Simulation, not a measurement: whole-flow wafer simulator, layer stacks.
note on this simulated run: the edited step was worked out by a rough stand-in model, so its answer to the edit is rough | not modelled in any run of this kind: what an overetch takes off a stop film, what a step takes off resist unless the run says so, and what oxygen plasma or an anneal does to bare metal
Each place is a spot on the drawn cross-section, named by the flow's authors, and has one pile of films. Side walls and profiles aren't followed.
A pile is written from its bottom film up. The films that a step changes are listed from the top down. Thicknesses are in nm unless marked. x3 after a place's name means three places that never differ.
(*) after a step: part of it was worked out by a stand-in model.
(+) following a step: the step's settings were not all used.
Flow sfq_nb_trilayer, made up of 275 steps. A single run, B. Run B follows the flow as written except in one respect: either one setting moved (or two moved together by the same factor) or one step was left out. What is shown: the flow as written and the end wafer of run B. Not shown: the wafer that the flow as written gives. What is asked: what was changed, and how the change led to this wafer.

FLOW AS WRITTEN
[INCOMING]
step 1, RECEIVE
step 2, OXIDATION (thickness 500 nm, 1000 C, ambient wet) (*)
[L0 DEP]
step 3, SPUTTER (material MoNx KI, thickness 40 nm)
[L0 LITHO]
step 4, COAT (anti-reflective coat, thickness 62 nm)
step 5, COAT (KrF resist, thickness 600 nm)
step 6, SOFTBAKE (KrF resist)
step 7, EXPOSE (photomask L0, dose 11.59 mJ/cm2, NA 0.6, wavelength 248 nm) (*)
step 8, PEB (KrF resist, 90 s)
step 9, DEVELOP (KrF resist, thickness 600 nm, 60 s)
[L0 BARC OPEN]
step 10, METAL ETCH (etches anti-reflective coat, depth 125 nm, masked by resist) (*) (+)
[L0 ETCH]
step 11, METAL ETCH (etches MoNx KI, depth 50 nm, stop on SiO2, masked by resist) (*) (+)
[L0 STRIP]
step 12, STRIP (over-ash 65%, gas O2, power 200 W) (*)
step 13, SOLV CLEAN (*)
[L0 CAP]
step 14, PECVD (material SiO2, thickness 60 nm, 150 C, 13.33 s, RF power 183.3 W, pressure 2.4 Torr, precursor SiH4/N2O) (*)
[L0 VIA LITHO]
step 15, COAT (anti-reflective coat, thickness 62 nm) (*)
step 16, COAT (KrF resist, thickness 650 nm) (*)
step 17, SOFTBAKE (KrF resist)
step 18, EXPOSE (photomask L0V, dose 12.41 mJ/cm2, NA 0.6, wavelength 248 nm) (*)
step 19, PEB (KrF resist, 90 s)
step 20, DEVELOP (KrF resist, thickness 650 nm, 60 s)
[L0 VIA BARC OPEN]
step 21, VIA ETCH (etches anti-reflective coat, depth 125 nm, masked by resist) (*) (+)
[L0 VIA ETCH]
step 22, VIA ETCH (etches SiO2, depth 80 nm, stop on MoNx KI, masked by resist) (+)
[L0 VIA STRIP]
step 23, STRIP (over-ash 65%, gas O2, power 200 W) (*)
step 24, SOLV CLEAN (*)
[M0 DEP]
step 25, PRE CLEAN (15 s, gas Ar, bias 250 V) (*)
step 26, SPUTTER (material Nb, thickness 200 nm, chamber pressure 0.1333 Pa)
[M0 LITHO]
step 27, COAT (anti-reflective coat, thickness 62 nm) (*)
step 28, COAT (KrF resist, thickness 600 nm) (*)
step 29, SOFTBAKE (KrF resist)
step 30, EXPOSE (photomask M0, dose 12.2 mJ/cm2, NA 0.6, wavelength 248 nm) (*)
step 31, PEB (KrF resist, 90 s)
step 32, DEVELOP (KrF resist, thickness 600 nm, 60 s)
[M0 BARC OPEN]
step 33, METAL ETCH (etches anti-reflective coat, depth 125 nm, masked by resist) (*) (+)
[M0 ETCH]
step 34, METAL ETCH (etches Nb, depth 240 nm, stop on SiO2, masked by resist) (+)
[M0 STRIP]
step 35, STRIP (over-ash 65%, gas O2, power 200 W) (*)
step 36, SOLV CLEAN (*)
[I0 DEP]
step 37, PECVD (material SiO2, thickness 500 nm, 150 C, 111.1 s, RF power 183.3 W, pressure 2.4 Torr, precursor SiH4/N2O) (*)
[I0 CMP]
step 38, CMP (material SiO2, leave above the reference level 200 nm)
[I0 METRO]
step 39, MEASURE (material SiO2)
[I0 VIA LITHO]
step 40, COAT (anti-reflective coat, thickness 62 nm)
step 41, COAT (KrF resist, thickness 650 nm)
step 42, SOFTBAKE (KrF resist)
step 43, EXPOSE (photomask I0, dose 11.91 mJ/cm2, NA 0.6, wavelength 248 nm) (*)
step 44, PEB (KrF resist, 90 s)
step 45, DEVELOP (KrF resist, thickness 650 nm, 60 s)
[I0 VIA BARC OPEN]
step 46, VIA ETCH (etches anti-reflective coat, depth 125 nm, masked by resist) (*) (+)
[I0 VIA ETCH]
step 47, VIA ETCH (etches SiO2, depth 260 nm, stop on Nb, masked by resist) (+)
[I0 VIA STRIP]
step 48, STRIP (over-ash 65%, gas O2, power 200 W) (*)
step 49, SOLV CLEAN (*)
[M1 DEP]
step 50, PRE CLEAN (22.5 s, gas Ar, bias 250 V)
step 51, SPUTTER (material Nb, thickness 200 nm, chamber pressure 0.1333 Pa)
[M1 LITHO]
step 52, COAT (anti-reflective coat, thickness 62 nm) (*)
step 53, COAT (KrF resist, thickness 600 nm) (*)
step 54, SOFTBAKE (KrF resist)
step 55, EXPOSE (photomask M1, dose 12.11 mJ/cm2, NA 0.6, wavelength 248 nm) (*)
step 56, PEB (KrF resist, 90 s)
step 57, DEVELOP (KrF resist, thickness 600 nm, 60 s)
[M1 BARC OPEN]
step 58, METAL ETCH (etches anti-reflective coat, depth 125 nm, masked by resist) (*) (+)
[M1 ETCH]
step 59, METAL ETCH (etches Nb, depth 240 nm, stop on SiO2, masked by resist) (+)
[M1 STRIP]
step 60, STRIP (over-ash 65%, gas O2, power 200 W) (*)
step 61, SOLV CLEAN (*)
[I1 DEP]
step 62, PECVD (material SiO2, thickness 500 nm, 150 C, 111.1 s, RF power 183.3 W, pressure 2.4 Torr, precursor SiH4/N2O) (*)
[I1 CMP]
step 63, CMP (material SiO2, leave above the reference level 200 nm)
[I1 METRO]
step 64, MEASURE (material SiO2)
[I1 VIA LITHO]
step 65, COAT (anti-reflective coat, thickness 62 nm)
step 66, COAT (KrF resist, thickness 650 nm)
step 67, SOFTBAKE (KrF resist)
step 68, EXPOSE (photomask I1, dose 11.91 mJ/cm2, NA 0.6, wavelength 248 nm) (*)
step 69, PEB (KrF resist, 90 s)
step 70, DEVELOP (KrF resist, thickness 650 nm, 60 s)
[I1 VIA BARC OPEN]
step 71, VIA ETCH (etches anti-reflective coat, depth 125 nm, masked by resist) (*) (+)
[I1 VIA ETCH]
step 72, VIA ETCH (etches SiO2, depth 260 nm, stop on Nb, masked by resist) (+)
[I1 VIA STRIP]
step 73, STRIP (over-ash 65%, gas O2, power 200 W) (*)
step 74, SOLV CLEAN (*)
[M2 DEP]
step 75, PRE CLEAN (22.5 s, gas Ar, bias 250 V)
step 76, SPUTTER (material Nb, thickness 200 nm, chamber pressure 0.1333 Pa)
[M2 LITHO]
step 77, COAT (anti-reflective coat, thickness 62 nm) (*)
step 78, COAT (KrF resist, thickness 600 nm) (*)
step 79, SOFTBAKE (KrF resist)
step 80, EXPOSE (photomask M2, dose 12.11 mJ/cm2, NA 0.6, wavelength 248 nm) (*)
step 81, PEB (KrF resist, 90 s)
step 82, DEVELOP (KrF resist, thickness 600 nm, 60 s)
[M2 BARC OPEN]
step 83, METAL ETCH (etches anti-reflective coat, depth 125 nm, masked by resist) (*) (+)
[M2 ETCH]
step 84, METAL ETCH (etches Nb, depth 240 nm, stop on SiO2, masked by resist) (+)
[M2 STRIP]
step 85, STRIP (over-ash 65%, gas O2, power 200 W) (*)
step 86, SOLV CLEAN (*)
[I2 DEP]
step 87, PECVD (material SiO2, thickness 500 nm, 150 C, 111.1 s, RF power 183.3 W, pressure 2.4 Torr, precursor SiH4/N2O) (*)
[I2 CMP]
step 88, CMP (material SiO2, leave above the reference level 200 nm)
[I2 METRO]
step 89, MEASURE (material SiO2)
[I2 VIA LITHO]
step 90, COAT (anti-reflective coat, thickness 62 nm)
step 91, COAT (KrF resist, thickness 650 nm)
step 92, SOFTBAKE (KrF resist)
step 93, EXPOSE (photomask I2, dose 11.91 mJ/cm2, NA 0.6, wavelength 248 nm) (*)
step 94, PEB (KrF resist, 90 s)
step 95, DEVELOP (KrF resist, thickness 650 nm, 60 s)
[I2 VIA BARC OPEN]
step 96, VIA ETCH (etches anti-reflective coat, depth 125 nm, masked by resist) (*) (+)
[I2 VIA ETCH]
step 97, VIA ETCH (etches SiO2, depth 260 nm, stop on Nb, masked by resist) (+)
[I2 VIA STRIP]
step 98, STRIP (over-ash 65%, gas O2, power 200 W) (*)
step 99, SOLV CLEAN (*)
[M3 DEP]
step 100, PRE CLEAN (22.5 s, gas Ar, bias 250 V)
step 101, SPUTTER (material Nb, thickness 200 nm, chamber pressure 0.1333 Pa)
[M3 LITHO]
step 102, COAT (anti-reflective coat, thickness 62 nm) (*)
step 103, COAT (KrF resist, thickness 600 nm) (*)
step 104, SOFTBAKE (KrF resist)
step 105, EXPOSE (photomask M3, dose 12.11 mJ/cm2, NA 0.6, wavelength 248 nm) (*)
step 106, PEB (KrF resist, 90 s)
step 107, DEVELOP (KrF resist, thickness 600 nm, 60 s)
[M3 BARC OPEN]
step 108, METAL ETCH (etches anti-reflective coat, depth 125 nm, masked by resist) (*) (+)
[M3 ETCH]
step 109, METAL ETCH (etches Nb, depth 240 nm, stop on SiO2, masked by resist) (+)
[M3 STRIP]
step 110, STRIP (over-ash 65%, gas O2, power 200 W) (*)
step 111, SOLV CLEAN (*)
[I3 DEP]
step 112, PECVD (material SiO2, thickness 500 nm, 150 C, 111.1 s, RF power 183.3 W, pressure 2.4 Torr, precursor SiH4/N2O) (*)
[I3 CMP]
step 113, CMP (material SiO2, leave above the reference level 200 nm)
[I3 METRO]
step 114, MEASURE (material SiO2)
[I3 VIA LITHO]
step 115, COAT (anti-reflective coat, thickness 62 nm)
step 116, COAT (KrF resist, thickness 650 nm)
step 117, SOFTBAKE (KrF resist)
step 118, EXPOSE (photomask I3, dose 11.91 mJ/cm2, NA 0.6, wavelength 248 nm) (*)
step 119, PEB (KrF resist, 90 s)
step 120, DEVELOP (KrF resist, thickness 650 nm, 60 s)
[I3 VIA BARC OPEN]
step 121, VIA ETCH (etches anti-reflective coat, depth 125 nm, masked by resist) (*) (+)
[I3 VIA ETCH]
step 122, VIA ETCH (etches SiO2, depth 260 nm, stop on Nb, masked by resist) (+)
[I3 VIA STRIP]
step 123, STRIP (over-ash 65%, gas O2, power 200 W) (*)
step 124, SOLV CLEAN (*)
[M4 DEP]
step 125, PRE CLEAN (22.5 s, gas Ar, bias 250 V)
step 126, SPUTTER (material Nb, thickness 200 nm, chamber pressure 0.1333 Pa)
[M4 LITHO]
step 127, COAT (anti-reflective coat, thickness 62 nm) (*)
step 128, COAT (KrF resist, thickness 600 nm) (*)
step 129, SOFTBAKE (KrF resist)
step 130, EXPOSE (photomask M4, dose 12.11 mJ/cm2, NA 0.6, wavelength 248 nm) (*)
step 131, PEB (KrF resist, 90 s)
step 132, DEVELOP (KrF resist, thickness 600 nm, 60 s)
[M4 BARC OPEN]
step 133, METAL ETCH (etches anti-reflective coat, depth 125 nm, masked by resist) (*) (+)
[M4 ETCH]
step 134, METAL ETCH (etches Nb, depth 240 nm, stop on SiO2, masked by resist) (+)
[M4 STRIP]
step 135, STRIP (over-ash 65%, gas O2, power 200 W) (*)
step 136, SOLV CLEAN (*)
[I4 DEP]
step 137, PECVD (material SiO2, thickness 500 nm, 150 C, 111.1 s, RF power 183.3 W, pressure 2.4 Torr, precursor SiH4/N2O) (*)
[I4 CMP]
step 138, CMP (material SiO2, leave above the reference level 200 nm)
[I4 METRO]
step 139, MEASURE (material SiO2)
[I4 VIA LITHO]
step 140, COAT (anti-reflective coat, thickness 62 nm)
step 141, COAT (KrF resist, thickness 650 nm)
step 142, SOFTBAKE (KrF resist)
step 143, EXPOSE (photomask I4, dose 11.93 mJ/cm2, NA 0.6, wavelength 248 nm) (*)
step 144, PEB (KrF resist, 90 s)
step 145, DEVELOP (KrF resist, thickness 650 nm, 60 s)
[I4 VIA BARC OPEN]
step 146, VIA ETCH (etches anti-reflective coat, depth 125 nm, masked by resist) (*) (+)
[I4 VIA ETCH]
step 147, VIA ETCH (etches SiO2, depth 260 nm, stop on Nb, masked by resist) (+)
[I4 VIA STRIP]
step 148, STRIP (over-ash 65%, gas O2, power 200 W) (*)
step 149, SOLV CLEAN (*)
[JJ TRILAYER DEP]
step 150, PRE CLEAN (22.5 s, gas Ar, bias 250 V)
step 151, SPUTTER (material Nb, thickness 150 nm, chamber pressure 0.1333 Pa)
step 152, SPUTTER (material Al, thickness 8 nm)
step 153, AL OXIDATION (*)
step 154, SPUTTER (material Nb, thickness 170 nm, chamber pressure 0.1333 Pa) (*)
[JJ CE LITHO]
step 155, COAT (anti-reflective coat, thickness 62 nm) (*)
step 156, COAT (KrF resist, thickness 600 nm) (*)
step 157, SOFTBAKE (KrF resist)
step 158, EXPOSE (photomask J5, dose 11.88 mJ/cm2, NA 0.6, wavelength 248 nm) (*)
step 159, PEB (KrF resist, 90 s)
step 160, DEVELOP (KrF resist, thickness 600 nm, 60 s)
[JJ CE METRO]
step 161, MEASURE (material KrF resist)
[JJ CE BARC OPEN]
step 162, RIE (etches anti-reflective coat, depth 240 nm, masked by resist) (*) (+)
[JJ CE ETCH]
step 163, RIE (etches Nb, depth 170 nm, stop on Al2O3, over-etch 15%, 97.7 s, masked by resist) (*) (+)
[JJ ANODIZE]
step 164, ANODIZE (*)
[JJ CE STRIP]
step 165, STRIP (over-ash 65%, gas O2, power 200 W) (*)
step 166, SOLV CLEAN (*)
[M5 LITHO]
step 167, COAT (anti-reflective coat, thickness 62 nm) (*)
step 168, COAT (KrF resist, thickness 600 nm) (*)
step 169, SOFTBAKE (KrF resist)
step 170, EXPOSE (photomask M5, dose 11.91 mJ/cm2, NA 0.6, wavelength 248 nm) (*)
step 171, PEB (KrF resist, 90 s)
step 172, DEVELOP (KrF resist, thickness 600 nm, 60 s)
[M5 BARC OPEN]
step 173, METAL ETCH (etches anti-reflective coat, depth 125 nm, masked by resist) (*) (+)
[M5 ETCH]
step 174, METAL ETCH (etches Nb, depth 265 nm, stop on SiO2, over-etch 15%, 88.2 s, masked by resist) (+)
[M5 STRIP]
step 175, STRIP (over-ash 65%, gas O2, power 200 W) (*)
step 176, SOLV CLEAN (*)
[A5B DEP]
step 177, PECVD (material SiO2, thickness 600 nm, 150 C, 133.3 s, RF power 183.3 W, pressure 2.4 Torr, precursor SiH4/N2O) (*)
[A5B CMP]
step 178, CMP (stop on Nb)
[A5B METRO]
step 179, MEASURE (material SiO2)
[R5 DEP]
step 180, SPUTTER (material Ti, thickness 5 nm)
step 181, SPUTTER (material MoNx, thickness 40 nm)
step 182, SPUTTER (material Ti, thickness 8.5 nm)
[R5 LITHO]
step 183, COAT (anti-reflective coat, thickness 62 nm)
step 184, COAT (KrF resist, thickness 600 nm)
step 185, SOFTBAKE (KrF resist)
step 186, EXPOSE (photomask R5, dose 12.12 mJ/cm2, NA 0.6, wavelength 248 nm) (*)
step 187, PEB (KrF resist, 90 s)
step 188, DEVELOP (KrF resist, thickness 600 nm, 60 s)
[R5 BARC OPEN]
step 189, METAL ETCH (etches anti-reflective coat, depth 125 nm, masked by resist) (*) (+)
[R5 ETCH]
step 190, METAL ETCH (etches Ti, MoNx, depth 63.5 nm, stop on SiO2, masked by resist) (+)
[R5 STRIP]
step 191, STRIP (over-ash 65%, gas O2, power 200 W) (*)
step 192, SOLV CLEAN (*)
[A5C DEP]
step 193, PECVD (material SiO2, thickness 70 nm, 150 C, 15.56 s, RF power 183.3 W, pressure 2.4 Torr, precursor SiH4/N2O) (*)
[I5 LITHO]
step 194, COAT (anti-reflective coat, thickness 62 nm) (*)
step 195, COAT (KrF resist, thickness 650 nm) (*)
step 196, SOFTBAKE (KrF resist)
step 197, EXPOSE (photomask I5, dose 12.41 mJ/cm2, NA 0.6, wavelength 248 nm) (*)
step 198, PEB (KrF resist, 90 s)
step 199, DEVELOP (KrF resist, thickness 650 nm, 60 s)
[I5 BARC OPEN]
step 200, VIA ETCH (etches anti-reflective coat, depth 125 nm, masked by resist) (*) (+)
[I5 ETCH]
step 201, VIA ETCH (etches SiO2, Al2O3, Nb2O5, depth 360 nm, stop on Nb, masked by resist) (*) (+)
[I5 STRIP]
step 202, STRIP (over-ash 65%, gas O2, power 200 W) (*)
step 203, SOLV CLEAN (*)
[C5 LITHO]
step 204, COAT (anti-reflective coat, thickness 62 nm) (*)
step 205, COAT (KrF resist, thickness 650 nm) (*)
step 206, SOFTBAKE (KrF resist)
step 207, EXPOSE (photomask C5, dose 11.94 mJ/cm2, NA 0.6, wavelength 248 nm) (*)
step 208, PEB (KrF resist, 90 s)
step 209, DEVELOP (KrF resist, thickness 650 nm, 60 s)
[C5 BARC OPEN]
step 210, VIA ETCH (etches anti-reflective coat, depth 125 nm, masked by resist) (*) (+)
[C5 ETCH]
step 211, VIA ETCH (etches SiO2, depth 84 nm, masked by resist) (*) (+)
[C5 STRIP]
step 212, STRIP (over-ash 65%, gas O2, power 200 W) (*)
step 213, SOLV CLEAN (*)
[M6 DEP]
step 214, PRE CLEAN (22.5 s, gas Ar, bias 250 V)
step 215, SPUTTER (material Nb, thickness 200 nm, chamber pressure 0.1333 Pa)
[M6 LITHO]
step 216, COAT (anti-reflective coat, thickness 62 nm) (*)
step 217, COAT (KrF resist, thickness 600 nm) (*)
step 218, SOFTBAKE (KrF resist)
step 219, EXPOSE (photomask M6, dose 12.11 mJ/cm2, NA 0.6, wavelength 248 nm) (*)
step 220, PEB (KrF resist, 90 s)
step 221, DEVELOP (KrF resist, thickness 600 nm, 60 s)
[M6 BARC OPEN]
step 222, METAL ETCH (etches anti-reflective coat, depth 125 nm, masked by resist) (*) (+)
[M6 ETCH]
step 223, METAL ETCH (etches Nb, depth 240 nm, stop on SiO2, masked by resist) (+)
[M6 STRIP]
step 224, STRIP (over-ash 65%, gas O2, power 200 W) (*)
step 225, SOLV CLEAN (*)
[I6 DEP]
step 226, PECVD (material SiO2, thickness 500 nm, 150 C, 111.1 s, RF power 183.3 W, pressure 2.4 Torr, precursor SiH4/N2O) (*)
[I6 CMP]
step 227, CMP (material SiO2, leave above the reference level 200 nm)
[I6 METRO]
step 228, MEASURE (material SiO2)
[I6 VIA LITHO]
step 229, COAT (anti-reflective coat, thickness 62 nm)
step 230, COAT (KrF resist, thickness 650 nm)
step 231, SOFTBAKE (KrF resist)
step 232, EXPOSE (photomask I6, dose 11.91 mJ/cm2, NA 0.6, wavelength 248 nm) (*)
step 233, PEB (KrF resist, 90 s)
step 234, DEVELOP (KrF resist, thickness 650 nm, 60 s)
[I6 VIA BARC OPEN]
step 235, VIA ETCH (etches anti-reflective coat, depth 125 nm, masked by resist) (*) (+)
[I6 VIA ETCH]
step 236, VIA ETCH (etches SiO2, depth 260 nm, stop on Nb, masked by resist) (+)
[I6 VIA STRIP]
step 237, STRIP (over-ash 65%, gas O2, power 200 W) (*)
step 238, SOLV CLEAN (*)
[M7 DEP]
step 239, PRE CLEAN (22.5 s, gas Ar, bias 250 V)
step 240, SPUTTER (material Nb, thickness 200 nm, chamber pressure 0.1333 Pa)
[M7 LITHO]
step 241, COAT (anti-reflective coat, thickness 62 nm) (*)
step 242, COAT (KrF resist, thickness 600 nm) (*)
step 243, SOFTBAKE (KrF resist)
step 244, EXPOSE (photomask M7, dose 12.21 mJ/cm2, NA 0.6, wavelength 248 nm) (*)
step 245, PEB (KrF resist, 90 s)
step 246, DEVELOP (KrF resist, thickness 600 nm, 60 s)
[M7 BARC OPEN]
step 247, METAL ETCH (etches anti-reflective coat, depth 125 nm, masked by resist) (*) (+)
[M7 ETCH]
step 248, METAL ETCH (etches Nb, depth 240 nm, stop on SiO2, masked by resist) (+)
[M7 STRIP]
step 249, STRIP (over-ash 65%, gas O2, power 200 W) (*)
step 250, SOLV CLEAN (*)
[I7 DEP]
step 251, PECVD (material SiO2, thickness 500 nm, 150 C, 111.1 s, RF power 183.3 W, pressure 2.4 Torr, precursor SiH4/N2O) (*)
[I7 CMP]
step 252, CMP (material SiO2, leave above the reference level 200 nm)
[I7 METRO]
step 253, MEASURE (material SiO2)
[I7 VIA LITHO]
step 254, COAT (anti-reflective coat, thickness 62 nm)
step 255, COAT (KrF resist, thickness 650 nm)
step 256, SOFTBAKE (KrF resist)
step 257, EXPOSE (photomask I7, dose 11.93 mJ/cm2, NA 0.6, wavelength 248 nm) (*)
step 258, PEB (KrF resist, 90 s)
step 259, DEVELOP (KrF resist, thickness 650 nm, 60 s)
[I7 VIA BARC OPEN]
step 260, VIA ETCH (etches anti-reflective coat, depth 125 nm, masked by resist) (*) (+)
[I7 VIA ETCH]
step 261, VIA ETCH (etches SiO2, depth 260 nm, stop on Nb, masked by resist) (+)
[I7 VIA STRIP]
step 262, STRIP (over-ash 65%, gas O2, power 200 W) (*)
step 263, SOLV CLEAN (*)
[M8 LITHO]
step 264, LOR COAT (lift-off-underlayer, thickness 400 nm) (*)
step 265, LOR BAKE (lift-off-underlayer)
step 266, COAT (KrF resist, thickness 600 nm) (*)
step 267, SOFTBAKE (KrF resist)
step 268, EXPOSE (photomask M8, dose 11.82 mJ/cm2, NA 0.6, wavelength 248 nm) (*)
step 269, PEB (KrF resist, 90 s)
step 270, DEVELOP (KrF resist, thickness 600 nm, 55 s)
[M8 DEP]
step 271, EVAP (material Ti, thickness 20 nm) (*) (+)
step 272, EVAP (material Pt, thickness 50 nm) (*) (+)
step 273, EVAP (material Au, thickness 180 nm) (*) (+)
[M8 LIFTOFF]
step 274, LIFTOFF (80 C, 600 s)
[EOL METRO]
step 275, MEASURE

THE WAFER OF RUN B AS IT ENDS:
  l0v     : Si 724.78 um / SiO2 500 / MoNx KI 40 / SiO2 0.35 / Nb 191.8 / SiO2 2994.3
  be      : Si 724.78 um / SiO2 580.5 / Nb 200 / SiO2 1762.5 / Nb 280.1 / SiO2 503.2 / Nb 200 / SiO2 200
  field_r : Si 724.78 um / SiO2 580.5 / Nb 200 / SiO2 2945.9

What caused this: step 14, PECVD: thickness 85.5 nm was run, whereas the flow has thickness 60 nm; step 14, PECVD: 19 s was run, where the flow has 13.33 s.

How this came from the change, step by step:
  step 14, PECVD (material SiO2, thickness 60 nm, 150 C, 13.33 s, RF power 183.3 W, pressure 2.4 Torr, precursor SiH4/N2O) (*)
      v_sur, via_wl, via_w and 97 more: SiO2 gains 85.5 (as written it would have been: SiO2 gains 60)
      field_l, l0_sur, l0v, l0r_line_l, l0r_line_c, l0r_line_r: SiO2 gains 85.5 (new film) (as written it would have been: SiO2 gains 60 (new film))
  step 22, VIA ETCH (etches SiO2, depth 80 nm, stop on MoNx KI, masked by resist) (+)
      l0v: SiO2 loses 80 (as written it would have been: SiO2 loses 59.8 (all of it))
  step 25, PRE CLEAN (15 s, gas Ar, bias 250 V) (*)
      l0v: SiO2 loses 5 (as written it would have been: MoNx KI loses 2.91)
  step 27, COAT (anti-reflective coat, thickness 62 nm) (*)
      l0_sur: anti-reflective coat gains 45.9 (new film) (as written it would have been: anti-reflective coat gains 47.5 (new film))
      l0v: anti-reflective coat gains 83.5 (new film) (as written it would have been: anti-reflective coat gains 78 (new film))
  step 28, COAT (KrF resist, thickness 600 nm) (*)
      l0v: KrF resist gains 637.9 (new film) (as written it would have been: KrF resist gains 622.9 (new film))
  step 35, STRIP (over-ash 65%, gas O2, power 200 W) (*)
      l0_sur: KrF resist loses 369.5 (all of it), anti-reflective coat loses 45.9 (all of it) (as written it would have been: KrF resist loses 372 (all of it), anti-reflective coat loses 47.5 (all of it))
      l0v: KrF resist loses 420.2 (all of it), anti-reflective coat loses 83.5 (all of it) (as written it would have been: KrF resist loses 405.3 (all of it), anti-reflective coat loses 78 (all of it))
  step 38, CMP (material SiO2, leave above the reference level 200 nm)
      l0v: SiO2 loses 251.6 (as written it would have been: SiO2 loses 277.8)
With metal films that touch counted as one body, l0v has 2 bodies (between them, from the top down: SiO2 0.35); the flow as written gives 1 body.
